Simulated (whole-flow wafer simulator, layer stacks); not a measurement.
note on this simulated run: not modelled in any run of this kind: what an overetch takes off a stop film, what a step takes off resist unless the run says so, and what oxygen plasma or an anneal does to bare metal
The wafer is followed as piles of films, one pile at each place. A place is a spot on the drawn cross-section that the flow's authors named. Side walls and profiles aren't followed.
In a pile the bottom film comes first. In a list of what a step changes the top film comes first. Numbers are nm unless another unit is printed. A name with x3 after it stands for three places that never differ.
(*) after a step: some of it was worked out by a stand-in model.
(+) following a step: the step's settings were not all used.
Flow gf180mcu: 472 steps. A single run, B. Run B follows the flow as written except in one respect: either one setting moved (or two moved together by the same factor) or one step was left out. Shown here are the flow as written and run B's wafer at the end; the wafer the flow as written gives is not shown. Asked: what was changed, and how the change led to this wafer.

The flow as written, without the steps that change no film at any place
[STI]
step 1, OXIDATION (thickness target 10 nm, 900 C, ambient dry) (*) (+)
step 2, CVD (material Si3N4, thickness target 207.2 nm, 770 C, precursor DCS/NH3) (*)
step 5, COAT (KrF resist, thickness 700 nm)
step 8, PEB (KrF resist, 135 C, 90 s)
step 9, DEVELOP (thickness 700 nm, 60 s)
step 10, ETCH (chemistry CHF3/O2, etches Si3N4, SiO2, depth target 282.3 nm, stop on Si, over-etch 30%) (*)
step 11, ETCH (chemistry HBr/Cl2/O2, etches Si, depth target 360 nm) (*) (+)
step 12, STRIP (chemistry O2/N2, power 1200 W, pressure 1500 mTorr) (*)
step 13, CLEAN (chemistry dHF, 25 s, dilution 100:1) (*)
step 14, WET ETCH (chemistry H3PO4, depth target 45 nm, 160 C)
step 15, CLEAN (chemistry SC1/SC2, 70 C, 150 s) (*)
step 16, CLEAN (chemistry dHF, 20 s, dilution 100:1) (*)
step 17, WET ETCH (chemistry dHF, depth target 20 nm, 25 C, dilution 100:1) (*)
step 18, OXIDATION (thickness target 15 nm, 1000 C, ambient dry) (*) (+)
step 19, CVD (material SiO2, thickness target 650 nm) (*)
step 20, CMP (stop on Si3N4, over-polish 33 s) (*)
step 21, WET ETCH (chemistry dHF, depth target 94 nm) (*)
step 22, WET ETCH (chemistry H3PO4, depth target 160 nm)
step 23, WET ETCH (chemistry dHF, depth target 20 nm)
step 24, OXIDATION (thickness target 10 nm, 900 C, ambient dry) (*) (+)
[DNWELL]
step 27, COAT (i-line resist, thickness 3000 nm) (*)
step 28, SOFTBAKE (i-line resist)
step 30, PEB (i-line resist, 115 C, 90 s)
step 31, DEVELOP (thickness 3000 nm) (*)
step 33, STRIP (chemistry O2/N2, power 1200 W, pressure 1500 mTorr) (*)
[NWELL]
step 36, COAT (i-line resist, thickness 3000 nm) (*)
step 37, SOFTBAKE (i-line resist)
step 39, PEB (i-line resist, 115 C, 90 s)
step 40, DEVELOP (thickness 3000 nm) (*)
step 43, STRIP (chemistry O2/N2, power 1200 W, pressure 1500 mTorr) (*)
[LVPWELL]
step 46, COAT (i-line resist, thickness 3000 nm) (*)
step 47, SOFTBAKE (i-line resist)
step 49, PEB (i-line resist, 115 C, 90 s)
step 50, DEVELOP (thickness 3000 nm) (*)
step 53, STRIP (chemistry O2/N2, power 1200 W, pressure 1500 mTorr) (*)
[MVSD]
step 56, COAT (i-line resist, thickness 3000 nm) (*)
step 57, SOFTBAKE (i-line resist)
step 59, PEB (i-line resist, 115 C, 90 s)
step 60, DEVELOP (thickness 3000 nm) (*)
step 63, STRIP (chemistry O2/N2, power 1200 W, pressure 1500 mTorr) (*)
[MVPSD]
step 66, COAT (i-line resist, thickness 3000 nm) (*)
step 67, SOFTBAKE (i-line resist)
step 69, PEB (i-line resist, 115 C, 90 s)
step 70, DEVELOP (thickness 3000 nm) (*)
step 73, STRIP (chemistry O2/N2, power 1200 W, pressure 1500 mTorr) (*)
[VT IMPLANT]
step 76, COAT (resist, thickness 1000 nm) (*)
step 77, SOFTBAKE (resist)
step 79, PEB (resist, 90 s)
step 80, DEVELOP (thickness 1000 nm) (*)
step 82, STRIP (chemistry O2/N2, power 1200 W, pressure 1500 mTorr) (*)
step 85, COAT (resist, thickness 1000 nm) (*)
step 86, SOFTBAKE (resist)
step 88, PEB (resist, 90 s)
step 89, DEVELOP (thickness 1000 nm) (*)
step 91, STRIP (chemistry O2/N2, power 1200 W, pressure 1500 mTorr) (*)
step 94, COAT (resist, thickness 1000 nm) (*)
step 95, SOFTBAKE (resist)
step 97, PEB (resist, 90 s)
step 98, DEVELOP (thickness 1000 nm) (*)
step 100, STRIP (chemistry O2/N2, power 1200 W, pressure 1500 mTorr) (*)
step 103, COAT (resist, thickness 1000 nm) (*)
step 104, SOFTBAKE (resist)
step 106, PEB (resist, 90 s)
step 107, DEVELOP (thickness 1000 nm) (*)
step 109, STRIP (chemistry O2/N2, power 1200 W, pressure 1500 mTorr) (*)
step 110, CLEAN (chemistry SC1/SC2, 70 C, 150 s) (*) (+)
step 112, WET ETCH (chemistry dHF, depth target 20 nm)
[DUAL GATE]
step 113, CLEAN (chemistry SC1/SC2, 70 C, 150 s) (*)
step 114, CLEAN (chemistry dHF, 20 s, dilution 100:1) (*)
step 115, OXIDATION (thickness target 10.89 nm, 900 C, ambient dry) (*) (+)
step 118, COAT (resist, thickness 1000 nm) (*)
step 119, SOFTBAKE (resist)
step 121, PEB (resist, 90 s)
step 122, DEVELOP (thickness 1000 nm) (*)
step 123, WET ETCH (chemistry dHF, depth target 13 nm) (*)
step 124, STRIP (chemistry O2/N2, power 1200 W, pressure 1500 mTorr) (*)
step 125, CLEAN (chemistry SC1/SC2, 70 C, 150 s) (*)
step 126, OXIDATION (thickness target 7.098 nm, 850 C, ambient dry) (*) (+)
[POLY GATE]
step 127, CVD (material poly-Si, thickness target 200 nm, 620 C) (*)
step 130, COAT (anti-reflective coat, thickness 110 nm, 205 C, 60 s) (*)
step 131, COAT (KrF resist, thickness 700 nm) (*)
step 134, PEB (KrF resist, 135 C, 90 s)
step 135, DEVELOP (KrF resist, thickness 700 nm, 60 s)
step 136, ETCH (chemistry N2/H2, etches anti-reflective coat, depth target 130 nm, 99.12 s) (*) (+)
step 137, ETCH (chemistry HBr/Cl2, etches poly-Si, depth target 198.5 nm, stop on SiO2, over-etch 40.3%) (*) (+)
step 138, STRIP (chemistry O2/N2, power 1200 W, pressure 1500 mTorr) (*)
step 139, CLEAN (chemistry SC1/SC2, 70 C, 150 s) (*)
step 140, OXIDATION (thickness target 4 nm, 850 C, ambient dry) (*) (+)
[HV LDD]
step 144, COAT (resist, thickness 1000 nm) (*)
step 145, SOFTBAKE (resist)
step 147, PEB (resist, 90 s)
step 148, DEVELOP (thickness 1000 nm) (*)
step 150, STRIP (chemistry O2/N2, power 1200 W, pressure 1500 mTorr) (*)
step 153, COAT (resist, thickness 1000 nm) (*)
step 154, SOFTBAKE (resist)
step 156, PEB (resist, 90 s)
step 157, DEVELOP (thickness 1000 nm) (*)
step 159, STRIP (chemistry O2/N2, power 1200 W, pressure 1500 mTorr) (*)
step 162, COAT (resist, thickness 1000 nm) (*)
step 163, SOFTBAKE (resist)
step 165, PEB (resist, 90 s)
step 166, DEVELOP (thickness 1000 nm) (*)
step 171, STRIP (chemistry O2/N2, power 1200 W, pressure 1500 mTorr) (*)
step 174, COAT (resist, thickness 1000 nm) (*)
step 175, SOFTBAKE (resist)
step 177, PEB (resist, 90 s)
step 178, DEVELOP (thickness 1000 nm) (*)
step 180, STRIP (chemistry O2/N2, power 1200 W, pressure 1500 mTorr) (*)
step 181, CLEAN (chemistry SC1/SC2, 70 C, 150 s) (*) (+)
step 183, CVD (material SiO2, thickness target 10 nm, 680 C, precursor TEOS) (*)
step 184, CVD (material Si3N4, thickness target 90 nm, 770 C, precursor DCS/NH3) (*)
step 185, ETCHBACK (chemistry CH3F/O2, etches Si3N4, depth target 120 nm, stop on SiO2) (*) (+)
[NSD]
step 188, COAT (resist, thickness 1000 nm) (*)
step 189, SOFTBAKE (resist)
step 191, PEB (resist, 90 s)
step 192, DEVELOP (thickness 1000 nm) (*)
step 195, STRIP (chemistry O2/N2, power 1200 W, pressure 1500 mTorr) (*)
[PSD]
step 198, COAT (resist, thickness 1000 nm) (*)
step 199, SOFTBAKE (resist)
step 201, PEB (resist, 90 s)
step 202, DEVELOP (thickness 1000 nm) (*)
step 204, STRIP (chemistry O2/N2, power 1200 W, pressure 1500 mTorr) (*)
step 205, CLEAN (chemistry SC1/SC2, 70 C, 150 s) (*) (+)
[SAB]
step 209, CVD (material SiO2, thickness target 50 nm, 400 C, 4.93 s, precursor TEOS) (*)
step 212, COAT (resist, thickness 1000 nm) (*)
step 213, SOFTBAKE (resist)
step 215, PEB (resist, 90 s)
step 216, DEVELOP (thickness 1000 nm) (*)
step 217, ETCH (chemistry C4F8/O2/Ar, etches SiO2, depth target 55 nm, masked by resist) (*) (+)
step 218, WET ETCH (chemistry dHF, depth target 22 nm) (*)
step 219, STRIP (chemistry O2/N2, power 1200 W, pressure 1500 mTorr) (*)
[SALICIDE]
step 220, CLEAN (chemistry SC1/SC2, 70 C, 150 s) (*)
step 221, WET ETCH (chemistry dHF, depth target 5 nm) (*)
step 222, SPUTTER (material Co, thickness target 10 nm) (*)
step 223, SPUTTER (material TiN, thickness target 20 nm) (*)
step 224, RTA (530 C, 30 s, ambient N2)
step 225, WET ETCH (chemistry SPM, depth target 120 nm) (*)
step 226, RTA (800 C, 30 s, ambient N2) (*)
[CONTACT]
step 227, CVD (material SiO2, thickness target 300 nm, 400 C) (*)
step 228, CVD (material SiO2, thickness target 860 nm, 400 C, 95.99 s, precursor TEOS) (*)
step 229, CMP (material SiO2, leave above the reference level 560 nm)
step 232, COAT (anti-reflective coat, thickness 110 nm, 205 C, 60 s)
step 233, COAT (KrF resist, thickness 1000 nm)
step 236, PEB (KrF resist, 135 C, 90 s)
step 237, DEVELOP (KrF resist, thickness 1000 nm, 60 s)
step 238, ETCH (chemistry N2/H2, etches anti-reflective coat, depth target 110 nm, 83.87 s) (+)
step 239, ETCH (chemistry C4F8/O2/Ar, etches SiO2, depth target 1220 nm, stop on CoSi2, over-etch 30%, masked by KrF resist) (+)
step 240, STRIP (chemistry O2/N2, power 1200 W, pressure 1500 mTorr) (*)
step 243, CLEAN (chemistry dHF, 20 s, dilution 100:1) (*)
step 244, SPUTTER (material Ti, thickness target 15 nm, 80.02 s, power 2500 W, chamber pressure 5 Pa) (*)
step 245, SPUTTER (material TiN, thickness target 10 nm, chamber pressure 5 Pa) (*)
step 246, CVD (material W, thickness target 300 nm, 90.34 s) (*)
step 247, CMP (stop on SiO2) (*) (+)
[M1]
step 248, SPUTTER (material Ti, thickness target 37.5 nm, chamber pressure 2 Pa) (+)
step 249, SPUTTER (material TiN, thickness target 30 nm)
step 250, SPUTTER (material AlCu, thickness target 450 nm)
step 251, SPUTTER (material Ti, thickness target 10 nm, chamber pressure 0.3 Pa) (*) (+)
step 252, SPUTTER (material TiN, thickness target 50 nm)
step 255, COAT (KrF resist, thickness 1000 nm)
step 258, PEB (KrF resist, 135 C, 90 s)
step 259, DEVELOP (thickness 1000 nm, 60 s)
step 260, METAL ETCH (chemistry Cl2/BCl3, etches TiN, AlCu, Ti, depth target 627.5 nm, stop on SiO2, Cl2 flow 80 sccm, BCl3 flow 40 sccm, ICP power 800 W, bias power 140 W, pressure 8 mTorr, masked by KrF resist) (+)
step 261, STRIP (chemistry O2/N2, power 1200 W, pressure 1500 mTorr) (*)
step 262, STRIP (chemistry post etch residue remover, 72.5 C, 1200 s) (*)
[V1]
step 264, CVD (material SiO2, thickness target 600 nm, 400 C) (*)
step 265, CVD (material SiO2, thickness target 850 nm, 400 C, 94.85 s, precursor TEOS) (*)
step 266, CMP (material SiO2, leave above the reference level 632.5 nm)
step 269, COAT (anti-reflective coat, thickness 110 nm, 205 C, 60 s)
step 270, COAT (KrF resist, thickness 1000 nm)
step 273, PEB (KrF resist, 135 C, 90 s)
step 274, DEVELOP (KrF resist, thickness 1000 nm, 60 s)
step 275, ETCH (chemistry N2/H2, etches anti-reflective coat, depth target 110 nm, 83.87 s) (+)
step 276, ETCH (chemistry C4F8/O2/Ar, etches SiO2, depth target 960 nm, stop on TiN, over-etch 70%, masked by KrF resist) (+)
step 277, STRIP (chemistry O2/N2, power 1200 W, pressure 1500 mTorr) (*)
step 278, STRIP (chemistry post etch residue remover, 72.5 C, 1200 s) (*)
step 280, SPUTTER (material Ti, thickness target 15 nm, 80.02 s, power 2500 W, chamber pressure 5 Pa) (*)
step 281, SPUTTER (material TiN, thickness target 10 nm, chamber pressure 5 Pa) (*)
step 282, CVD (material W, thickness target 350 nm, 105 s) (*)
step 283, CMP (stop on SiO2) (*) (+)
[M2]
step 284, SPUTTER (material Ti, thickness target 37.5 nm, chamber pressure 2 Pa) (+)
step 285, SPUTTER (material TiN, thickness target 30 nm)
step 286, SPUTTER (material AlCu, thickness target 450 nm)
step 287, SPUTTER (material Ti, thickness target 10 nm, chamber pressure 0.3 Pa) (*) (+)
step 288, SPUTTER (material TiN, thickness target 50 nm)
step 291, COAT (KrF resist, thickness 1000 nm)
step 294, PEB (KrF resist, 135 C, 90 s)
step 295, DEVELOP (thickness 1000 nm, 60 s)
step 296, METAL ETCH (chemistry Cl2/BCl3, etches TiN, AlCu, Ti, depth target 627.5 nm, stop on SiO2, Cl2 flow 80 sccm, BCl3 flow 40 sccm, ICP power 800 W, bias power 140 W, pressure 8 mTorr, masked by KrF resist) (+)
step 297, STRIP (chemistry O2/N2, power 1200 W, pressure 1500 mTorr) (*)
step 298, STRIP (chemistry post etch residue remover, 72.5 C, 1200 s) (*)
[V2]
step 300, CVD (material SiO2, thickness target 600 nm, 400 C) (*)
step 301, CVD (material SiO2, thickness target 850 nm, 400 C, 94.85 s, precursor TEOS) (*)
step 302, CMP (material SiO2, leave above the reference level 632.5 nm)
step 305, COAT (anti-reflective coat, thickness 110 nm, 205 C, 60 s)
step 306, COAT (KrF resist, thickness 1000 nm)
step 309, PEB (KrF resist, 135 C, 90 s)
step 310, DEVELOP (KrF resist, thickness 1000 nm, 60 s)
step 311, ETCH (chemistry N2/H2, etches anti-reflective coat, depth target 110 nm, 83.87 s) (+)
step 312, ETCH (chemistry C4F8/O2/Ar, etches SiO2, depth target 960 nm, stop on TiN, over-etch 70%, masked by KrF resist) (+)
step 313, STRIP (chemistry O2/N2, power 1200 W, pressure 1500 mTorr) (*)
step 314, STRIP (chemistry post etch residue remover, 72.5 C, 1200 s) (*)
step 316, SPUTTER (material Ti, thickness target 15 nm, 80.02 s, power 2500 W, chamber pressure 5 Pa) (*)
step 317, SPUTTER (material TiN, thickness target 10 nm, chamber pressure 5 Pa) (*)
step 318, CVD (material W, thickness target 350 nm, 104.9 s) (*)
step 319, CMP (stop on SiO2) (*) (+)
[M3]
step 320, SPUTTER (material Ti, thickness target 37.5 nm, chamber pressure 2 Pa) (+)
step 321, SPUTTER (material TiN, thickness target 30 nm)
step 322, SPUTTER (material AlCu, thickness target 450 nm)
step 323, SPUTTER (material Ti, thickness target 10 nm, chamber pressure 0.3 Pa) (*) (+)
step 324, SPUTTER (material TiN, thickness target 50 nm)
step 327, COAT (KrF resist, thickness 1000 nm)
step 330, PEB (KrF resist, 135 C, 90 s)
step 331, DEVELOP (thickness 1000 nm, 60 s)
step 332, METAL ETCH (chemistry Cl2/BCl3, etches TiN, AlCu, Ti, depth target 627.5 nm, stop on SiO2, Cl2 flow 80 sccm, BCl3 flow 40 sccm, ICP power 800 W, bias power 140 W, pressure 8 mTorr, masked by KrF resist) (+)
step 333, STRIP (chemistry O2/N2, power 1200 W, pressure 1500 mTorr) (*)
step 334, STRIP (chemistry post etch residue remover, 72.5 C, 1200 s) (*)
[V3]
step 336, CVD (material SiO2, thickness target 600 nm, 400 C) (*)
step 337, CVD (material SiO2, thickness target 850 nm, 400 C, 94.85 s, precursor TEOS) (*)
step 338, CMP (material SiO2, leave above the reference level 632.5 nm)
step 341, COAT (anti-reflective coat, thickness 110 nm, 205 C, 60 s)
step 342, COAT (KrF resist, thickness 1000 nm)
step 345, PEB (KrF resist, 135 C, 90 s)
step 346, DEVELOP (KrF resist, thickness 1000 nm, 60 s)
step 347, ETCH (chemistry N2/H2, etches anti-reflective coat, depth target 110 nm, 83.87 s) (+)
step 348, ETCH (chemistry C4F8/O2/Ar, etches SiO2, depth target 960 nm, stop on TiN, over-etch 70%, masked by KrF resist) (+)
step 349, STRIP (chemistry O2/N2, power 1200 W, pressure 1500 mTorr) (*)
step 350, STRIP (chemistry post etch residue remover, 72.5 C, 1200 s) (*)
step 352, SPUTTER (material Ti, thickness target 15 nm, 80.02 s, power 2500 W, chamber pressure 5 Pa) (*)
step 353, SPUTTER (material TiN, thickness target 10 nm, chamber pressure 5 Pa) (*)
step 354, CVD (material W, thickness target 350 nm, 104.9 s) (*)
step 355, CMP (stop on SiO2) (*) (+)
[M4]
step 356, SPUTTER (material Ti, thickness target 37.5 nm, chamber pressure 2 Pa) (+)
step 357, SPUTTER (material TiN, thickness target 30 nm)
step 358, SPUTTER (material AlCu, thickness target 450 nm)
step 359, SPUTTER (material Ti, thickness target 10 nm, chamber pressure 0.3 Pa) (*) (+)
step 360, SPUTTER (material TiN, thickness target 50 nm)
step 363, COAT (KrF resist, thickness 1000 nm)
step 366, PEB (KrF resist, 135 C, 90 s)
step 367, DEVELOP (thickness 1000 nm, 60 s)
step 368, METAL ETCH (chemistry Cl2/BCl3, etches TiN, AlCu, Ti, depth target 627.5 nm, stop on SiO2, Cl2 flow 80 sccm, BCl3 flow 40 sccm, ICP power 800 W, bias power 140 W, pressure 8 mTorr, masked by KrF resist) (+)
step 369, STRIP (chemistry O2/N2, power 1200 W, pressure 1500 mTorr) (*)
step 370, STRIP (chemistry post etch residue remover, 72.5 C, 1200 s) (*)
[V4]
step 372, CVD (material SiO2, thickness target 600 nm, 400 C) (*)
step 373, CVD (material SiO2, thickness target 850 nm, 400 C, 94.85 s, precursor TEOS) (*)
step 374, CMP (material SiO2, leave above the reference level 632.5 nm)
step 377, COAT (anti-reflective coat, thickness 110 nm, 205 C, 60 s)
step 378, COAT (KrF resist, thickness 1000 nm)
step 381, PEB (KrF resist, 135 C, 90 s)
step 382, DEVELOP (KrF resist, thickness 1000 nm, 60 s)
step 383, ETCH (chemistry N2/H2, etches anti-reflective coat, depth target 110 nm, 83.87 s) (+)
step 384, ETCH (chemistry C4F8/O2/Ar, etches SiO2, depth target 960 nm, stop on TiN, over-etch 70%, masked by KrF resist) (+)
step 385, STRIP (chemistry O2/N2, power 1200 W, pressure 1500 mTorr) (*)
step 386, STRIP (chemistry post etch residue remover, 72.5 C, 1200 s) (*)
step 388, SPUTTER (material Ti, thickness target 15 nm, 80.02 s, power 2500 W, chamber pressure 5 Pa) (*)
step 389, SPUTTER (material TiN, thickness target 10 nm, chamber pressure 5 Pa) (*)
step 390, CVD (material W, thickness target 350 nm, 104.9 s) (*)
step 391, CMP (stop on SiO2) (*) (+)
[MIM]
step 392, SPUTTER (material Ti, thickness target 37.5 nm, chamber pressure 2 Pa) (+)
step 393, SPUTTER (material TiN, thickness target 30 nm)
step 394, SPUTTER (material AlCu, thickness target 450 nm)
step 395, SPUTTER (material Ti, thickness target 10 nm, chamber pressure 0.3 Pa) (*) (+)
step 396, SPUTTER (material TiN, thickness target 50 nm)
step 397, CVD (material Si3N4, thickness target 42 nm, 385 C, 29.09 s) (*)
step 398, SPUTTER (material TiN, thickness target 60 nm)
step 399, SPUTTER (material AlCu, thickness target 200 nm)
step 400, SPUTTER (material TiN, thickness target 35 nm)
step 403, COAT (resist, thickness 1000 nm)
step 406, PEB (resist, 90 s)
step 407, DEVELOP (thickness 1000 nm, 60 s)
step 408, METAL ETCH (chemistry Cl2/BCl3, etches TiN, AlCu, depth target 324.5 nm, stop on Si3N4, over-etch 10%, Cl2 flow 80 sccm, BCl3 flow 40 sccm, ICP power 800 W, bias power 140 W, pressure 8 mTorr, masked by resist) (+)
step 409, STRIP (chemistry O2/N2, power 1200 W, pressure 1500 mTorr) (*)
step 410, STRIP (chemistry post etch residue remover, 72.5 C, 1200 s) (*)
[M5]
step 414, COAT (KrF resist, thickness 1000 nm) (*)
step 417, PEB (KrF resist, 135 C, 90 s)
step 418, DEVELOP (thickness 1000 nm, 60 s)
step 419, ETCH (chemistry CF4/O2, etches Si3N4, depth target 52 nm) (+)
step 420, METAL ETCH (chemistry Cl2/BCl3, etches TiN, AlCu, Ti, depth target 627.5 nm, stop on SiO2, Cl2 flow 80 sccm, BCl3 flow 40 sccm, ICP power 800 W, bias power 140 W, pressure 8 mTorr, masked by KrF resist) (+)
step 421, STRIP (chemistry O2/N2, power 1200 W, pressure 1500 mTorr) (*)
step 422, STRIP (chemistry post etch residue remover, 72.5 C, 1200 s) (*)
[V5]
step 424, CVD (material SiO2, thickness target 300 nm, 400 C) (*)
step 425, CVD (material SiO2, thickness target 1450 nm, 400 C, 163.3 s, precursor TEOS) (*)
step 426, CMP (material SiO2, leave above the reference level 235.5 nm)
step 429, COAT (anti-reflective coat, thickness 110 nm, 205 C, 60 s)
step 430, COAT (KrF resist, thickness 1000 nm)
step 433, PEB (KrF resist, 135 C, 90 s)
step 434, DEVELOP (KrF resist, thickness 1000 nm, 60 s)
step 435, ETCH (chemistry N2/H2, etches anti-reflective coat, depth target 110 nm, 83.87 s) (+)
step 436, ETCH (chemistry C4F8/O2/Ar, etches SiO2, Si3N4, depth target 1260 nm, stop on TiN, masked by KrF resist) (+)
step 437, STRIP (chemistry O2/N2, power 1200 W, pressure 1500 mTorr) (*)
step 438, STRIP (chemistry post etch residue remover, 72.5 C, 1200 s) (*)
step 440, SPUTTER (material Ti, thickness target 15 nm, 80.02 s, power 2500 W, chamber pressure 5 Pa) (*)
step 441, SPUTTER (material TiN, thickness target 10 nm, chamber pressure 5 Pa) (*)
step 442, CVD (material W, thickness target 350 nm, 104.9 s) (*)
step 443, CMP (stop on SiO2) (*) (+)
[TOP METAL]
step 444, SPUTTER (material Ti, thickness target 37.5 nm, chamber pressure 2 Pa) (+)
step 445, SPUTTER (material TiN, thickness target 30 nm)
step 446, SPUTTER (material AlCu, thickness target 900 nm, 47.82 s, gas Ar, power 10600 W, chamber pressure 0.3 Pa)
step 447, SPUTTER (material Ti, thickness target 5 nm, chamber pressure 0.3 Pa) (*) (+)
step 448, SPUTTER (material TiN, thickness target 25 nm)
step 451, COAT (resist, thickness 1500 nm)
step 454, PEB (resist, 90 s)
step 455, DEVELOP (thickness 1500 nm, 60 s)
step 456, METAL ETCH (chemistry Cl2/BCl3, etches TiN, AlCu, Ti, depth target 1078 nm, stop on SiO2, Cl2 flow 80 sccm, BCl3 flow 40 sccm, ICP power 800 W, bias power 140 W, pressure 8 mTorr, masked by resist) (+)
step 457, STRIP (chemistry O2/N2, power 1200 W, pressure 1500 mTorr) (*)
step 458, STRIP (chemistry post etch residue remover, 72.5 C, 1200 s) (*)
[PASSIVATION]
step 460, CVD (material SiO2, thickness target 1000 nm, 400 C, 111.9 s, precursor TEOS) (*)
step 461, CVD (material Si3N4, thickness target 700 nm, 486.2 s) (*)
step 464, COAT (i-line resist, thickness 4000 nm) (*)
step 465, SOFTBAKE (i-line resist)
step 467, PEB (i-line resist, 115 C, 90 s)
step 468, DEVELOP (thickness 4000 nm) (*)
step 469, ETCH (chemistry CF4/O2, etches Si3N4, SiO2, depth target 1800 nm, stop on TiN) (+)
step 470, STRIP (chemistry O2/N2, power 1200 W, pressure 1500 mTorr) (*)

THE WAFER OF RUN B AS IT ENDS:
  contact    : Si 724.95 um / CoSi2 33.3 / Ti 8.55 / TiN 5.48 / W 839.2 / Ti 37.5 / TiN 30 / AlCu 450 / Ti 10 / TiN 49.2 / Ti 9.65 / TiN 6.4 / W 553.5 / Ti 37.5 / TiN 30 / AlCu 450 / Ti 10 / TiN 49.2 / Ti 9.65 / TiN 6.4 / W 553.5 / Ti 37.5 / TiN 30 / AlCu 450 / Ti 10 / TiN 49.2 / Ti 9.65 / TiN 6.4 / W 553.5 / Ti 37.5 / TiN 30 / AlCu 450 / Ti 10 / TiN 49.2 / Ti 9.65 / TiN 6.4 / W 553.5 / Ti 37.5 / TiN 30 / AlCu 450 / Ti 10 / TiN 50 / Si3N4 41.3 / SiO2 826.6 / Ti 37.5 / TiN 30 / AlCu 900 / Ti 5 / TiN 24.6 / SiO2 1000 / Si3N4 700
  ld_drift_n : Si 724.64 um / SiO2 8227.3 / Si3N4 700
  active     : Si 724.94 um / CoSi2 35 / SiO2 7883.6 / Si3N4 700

The reason: step 436, ETCH: chemistry C4F8/O2/Ar, etches SiO2, Si3N4, depth target 1260 nm, stop on TiN, masked by KrF resist (+), was not run.

How this came from the change, step by step:
  step 437, STRIP (chemistry O2/N2, power 1200 W, pressure 1500 mTorr) (*)
      field, field__w1, field__w2 and 108 more: KrF resist loses 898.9 (all of it), anti-reflective coat loses 110 (all of it) (in the flow as written it would be: KrF resist loses 646.9 (all of it), anti-reflective coat loses 110 (all of it))
  step 440, SPUTTER (material Ti, thickness target 15 nm, 80.02 s, power 2500 W, chamber pressure 5 Pa) (*)
      contact: Ti gains 15 (new film) (in the flow as written it would be: Ti gains 8.12 (new film))
  step 441, SPUTTER (material TiN, thickness target 10 nm, chamber pressure 5 Pa) (*)
      contact: TiN gains 10 (new film) (in the flow as written it would be: TiN gains 5.38 (new film))
  step 442, CVD (material W, thickness target 350 nm, 104.9 s) (*)
      contact: W gains 350 (new film) (in the flow as written it would be: W gains 1233.6 (new film))
  step 443, CMP (stop on SiO2) (*) (+)
      contact: W loses 350 (all of it), TiN loses 10 (all of it), Ti loses 15 (all of it), SiO2 loses 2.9 (in the flow as written it would be: W loses 378.8)
Taking metal films that touch as one body, contact has 2 bodies (between them, from the top down: SiO2 826.6 / Si3N4 41.3); the flow as written gives 1 body.
